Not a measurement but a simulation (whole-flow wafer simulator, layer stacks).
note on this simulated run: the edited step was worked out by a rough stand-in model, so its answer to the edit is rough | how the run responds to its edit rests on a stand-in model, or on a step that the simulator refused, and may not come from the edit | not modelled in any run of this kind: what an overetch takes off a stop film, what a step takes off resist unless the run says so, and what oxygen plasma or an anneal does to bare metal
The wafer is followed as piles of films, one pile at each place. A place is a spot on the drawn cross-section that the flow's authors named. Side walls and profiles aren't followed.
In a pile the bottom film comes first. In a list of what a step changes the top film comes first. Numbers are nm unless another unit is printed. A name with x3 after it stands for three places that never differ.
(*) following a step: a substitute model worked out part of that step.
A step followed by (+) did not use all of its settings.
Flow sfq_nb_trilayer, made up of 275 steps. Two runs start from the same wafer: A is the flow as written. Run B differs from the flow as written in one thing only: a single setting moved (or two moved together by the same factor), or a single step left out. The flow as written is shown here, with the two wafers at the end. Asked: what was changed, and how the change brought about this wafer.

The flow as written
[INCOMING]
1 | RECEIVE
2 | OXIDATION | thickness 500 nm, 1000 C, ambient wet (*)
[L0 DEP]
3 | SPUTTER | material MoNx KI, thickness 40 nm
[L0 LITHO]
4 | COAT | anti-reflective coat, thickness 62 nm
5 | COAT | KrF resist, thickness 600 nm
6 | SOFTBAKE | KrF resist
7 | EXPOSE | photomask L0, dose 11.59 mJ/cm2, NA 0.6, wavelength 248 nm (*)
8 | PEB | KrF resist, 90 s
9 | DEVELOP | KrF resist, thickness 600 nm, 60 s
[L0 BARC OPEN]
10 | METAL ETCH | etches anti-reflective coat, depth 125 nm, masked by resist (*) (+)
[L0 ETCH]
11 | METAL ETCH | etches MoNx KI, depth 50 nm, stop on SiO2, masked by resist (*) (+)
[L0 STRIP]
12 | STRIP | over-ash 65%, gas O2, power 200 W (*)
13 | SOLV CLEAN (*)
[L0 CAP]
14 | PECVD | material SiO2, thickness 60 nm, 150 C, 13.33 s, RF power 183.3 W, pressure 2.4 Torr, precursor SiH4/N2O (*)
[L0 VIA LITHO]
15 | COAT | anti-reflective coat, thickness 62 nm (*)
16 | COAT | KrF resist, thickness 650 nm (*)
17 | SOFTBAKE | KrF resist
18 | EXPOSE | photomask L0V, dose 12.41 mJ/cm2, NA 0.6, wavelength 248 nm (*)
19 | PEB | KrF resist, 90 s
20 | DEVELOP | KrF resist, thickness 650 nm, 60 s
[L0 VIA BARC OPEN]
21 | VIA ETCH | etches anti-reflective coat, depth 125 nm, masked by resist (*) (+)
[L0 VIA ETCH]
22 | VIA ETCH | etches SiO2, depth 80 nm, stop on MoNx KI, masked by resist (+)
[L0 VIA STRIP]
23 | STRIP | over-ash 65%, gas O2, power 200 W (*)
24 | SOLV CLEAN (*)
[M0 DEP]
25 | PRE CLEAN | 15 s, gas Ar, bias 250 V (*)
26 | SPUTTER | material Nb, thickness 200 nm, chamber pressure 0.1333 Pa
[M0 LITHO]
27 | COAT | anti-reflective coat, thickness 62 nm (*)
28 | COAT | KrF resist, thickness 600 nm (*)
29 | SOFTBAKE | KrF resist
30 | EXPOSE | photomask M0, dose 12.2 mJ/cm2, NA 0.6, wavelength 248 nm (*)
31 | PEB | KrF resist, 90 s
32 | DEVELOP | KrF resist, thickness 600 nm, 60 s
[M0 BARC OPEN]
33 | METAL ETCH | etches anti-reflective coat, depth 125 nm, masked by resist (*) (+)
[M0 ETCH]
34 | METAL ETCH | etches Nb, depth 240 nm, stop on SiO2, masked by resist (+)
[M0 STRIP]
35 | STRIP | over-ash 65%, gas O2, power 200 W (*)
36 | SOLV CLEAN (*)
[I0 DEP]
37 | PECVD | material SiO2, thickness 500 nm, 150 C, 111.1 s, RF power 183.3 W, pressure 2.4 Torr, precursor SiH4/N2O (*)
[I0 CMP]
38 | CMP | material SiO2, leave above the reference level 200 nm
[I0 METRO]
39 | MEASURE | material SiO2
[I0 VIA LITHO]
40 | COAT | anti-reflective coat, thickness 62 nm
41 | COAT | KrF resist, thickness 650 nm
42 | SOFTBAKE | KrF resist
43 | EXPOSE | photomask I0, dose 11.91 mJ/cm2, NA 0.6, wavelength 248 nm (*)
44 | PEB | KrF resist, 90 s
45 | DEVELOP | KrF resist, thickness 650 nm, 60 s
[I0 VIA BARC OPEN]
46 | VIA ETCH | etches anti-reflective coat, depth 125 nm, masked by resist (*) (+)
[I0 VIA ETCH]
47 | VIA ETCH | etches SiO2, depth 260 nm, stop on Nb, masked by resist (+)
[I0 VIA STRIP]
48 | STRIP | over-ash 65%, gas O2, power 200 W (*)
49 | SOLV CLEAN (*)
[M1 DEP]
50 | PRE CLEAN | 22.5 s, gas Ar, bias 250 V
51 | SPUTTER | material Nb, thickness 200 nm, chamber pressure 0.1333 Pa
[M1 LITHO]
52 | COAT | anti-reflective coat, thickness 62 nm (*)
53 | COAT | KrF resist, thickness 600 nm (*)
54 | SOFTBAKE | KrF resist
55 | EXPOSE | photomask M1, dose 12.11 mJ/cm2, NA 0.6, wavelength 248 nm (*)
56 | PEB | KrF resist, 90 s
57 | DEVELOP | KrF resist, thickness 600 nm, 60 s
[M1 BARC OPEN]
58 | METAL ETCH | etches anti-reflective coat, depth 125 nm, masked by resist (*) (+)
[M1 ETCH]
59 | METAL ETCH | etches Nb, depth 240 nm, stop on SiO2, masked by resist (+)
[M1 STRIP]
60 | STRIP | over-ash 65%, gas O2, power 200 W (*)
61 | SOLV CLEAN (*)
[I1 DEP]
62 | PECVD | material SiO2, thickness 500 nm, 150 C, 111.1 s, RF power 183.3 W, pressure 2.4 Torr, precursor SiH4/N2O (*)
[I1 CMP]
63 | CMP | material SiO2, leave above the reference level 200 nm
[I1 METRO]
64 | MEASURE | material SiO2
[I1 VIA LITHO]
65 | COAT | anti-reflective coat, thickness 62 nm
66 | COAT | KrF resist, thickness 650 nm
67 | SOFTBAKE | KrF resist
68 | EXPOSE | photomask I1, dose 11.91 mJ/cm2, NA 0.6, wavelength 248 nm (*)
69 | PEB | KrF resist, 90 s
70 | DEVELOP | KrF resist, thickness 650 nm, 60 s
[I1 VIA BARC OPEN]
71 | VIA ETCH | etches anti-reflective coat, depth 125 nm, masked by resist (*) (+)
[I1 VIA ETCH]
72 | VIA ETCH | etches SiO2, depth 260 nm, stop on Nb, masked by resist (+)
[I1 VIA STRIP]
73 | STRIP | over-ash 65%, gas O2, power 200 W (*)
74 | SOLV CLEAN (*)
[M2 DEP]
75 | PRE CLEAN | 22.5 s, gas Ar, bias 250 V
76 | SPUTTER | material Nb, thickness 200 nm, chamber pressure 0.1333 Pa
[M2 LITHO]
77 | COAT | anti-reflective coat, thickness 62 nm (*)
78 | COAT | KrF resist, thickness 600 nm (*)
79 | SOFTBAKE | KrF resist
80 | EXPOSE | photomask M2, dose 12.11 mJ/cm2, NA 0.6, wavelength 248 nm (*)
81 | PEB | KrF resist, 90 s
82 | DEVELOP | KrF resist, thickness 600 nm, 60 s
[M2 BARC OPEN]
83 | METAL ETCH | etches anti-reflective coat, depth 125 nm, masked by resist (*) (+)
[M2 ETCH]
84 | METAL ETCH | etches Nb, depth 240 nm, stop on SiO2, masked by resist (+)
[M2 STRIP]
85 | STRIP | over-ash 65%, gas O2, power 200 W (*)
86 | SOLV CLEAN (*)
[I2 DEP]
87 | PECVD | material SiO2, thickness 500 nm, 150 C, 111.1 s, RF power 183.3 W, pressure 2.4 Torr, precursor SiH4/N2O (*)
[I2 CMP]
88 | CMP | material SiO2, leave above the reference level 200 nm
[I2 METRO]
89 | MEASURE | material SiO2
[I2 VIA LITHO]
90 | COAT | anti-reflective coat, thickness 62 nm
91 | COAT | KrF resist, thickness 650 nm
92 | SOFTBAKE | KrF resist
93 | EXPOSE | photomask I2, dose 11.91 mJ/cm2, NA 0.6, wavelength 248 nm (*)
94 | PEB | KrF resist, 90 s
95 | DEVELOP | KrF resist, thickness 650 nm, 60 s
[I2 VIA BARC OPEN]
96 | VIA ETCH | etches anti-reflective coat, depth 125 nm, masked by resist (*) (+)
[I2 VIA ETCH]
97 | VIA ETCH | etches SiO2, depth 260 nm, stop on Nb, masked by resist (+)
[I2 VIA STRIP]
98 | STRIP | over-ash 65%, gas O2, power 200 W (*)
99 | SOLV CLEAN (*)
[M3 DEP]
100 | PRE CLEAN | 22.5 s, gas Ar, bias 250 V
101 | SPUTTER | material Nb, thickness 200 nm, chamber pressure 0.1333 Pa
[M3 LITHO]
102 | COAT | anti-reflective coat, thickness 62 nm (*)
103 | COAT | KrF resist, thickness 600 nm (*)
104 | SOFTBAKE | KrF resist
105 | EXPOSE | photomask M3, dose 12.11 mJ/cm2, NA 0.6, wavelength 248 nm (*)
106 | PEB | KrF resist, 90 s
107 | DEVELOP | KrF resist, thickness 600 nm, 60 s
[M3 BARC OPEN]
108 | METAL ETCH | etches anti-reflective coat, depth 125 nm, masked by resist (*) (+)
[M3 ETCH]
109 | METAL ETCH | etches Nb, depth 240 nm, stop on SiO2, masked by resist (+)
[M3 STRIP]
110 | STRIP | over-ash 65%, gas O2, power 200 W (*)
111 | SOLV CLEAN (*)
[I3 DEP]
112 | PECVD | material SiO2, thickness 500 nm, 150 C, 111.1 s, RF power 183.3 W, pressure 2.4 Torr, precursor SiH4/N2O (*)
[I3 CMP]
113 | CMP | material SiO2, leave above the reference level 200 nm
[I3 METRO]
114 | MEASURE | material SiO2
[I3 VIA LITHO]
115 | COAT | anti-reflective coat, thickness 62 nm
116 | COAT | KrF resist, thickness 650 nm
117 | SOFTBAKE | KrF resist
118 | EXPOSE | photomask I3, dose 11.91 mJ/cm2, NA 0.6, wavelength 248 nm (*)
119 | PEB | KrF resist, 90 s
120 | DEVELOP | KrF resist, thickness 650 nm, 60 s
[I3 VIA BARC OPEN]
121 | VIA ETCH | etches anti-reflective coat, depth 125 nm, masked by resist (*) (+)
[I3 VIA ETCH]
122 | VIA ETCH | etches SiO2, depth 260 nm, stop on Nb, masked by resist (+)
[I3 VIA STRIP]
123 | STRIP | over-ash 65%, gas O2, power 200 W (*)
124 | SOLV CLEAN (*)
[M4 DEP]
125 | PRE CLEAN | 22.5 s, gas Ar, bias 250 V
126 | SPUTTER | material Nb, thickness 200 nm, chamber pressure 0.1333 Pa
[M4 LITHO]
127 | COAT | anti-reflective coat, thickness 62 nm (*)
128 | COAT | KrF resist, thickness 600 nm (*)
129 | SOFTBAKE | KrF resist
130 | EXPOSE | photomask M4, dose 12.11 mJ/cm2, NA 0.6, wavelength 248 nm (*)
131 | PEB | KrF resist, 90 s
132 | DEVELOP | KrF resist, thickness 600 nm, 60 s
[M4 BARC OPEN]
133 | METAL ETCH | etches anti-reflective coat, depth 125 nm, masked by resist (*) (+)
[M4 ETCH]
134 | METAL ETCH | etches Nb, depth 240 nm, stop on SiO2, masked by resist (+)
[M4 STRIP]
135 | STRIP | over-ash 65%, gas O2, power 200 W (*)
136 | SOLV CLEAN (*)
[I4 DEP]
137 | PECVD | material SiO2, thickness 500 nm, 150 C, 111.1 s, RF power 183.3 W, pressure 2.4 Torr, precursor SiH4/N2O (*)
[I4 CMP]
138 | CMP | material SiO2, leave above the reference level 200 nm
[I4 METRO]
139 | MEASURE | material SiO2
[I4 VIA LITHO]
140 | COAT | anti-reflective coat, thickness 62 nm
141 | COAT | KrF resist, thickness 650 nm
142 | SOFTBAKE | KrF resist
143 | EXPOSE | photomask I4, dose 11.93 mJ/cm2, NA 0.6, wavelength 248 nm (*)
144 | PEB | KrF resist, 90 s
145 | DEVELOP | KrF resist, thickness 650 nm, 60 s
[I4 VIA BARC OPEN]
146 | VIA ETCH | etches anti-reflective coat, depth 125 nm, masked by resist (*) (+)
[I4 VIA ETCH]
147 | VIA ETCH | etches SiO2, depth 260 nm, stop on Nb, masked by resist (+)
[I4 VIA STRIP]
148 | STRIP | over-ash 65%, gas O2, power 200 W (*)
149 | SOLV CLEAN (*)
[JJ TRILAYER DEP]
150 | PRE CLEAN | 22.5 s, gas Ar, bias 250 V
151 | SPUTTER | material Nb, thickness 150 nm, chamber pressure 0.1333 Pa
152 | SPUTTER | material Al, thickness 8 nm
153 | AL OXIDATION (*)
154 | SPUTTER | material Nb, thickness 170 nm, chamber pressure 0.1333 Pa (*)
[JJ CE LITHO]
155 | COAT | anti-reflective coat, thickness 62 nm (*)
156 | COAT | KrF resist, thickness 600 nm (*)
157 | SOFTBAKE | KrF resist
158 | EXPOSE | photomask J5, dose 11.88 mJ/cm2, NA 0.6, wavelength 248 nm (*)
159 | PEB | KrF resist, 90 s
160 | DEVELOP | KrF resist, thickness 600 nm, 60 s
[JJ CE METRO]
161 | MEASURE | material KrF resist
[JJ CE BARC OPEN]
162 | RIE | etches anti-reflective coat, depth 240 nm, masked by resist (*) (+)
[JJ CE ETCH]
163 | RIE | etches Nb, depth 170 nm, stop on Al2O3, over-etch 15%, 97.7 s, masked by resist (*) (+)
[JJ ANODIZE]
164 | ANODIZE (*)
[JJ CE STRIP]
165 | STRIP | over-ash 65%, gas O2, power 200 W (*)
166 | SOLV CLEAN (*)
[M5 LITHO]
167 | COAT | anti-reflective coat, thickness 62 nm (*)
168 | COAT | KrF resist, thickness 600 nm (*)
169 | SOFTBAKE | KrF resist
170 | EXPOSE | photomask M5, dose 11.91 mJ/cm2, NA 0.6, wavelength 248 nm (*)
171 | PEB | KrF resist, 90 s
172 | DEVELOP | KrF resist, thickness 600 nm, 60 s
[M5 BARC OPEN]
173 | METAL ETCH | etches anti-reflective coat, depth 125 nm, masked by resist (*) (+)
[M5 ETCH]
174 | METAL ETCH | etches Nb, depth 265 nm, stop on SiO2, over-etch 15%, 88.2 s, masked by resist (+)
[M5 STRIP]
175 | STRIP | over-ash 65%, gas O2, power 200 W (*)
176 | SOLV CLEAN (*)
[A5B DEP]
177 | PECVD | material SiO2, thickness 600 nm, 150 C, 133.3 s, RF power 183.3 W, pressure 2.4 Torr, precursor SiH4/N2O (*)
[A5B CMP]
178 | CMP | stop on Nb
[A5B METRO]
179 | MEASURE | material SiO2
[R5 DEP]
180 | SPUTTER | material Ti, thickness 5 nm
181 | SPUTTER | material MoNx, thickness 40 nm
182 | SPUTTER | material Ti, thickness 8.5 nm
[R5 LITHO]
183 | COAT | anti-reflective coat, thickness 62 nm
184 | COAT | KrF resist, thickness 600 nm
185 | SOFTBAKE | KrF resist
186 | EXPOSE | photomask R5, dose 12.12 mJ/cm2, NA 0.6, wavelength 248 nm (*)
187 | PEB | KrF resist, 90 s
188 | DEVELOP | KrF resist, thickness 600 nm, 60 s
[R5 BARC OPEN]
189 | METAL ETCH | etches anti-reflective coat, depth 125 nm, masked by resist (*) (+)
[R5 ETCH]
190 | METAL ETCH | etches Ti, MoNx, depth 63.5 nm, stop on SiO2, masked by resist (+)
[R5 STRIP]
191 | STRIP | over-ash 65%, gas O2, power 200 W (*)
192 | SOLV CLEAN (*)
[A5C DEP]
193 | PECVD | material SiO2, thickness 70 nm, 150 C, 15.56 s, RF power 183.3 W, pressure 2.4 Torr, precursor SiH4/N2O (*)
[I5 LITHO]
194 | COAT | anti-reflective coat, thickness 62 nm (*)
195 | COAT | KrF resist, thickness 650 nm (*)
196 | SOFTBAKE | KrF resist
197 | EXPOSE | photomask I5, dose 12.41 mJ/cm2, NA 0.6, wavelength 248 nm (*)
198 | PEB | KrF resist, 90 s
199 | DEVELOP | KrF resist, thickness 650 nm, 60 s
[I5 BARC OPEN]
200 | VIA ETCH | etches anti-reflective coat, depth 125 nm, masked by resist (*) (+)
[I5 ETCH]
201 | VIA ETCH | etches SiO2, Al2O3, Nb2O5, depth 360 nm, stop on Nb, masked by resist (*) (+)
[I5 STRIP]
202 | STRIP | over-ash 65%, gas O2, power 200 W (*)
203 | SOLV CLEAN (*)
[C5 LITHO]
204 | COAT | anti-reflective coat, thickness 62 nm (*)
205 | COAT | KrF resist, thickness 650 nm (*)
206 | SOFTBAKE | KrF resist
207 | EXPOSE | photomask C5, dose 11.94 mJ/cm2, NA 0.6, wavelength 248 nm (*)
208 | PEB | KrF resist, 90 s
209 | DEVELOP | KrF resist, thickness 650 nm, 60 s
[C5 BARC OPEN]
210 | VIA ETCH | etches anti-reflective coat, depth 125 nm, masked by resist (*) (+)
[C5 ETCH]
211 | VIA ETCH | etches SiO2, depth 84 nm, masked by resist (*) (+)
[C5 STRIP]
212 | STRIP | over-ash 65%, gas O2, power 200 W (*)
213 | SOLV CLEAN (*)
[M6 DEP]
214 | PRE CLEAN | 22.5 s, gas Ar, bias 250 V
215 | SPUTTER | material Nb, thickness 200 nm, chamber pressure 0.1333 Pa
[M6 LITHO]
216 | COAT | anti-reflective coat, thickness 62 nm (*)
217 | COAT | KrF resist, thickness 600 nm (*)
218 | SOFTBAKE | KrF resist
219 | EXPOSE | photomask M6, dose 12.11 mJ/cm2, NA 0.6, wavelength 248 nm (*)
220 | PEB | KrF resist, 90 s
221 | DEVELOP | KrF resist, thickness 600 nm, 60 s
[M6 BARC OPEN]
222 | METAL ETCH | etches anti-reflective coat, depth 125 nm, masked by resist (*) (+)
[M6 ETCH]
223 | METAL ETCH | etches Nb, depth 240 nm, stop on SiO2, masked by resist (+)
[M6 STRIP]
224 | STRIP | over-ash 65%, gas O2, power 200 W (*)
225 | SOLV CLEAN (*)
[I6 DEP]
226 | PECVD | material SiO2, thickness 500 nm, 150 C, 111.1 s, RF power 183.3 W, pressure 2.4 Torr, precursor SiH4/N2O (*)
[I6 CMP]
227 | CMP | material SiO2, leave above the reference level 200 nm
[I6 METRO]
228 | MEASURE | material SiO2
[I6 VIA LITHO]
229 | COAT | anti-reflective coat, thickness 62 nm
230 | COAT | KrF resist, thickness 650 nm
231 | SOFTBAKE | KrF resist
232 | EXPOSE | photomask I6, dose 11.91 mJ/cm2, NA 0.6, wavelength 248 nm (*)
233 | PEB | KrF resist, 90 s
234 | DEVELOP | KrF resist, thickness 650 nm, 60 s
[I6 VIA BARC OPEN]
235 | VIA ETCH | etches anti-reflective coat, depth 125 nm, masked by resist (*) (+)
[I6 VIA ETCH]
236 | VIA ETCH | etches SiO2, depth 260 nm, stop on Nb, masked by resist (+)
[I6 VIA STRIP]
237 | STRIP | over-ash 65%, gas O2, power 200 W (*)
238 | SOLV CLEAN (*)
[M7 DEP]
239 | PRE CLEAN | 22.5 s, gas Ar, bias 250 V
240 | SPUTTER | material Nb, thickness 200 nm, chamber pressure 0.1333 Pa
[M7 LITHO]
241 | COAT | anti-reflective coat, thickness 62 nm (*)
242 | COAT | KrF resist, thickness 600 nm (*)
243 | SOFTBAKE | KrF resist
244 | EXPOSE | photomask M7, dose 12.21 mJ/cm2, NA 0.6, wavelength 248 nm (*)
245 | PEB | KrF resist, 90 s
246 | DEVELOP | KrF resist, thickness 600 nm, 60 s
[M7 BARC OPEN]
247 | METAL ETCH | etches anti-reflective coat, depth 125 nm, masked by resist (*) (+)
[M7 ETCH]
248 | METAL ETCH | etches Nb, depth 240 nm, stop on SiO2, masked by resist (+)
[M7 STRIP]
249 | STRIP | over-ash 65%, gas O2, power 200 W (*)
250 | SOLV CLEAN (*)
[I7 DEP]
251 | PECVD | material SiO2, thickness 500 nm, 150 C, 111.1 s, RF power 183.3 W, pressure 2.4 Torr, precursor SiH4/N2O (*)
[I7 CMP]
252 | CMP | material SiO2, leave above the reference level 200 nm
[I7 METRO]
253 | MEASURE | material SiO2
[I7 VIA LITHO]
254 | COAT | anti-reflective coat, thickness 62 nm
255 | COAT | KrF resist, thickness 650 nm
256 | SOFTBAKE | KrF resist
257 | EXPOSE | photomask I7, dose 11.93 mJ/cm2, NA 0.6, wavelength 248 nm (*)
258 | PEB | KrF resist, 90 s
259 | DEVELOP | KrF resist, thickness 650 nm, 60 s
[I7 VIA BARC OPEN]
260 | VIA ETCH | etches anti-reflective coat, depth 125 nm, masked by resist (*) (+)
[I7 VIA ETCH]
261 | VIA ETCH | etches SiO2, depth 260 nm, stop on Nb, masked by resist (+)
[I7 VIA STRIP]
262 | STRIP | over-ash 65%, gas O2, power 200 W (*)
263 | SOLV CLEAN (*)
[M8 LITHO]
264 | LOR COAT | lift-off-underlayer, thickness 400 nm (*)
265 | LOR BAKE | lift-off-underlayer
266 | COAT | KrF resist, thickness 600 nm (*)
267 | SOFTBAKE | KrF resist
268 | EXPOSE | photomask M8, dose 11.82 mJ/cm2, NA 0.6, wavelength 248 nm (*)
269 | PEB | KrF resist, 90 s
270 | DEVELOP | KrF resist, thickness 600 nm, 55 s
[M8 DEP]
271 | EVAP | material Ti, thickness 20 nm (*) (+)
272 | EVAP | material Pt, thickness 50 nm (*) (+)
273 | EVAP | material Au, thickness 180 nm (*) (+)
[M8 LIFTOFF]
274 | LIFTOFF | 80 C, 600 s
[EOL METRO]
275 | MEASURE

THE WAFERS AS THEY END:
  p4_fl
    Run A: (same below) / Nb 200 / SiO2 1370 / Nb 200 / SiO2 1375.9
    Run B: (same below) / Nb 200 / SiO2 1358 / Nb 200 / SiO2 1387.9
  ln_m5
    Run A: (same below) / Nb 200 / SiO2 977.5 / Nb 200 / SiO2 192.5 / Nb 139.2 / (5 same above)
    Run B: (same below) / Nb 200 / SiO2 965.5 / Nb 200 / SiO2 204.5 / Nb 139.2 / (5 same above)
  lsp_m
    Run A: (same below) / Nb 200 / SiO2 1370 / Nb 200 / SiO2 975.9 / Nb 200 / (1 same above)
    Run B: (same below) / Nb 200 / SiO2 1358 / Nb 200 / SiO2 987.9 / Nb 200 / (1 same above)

Cause: step 112, PECVD: thickness 388 nm was run, though the flow has thickness 500 nm; step 112, PECVD: 86.11 s was run, where the flow has 111.1 s.

How this came from the change, step by step:
  112 | PECVD | material SiO2, thickness 500 nm, 150 C, 111.1 s, RF power 183.3 W, pressure 2.4 Torr, precursor SiH4/N2O (*)
      field_l, be, be_sur and 64 more: A +500 SiO2 | B +388 SiO2
      v_sur, via_wl, via_wr and 27 more: A +500 SiO2 (new film) | B +388 SiO2 (new film)
      (also at 9 further places)
  113 | CMP | material SiO2, leave above the reference level 200 nm
      field_l, be, be_sur and 64 more: A -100 SiO2 | B nothing
      p4_g1, p4_g2, p3_s0, p3_s1, p3_s2, p3_s3, p3_s4, p3_s5: A -157.1 SiO2 | B nothing
      (also at 31 further places)
  115 | COAT | anti-reflective coat, thickness 62 nm
      p3_s0, p3_s1, p3_s2, p3_s3, p3_s4, p3_s5, m8r_pad_l, m8r_pad_r: A +62 anti-reflective coat (new film) | B +65.7 anti-reflective coat (new film)
      m0r_space_l, m0r_space_r, m6r_space_l, m6r_space_r, m7r_space_l, m7r_space_r: A +62 anti-reflective coat (new film) | B +63.7 anti-reflective coat (new film)
      (also at 28 further places)
  123 | STRIP | over-ash 65%, gas O2, power 200 W (*)
      m0r_space_l, m0r_space_r, m6r_space_l, m6r_space_r, m7r_space_l, m7r_space_r: A -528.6 KrF resist (all of it), -62 anti-reflective coat (all of it) | B -530.6 KrF resist (all of it), -63.7 anti-reflective coat (all of it)
      p3_l2, p3_l3, p3_l4: A -528.6 KrF resist (all of it), -62 anti-reflective coat (all of it) | B -526.3 KrF resist (all of it), -59 anti-reflective coat (all of it)
      (also at 33 further places)
  127 | COAT | anti-reflective coat, thickness 62 nm (*)
      p3_fr, m0r_space_l, m0r_space_r, m6r_space_l, m6r_space_r, m7r_space_l, m7r_space_r: A +62 anti-reflective coat (new film) | B +63.5 anti-reflective coat (new film)
      p3_s0, p3_s1, p3_s2, p3_s3, p3_s4, p3_s5: A +62 anti-reflective coat (new film) | B +65.1 anti-reflective coat (new film)
      (also at 31 further places)
  133 | METAL ETCH | etches anti-reflective coat, depth 125 nm, masked by resist (*) (+)
      p3_fr, m0r_space_l, m0r_space_r, m6r_space_l, m6r_space_r, m7r_space_l, m7r_space_r: A -62 anti-reflective coat (all of it) | B -63.5 anti-reflective coat (all of it)
      p3_s0, p3_s1, p3_s2, p3_s3, p3_s4, p3_s5: A -62 anti-reflective coat (all of it) | B -65.1 anti-reflective coat (all of it)
      (also at 14 further places)
  135 | STRIP | over-ash 65%, gas O2, power 200 W (*)
      p3_l1, p3_l2: A -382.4 KrF resist (all of it), -62 anti-reflective coat (all of it) | B -378.8 KrF resist (all of it), -58.5 anti-reflective coat (all of it)
      p3_l4, p3_l5: A -382.4 KrF resist (all of it), -62 anti-reflective coat (all of it) | B -378.7 KrF resist (all of it), -58.4 anti-reflective coat (all of it)
      (also at 13 further places)
  137 | PECVD | material SiO2, thickness 500 nm, 150 C, 111.1 s, RF power 183.3 W, pressure 2.4 Torr, precursor SiH4/N2O (*)
      p3_s0, p3_s1, p3_s2, p3_s3, p3_s4, p3_s5: A +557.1 SiO2 | B +569.1 SiO2
  138 | CMP | material SiO2, leave above the reference level 200 nm
      field_l, be, be_sur and 55 more: A -100 SiO2 | B -88 SiO2
      ln_m5, lsp_m, ln_m6, p4_fl, p4_fm, p4_g1, p4_g2, p4_fr: A -300 SiO2 | B -288 SiO2
      (also at 3 further places)
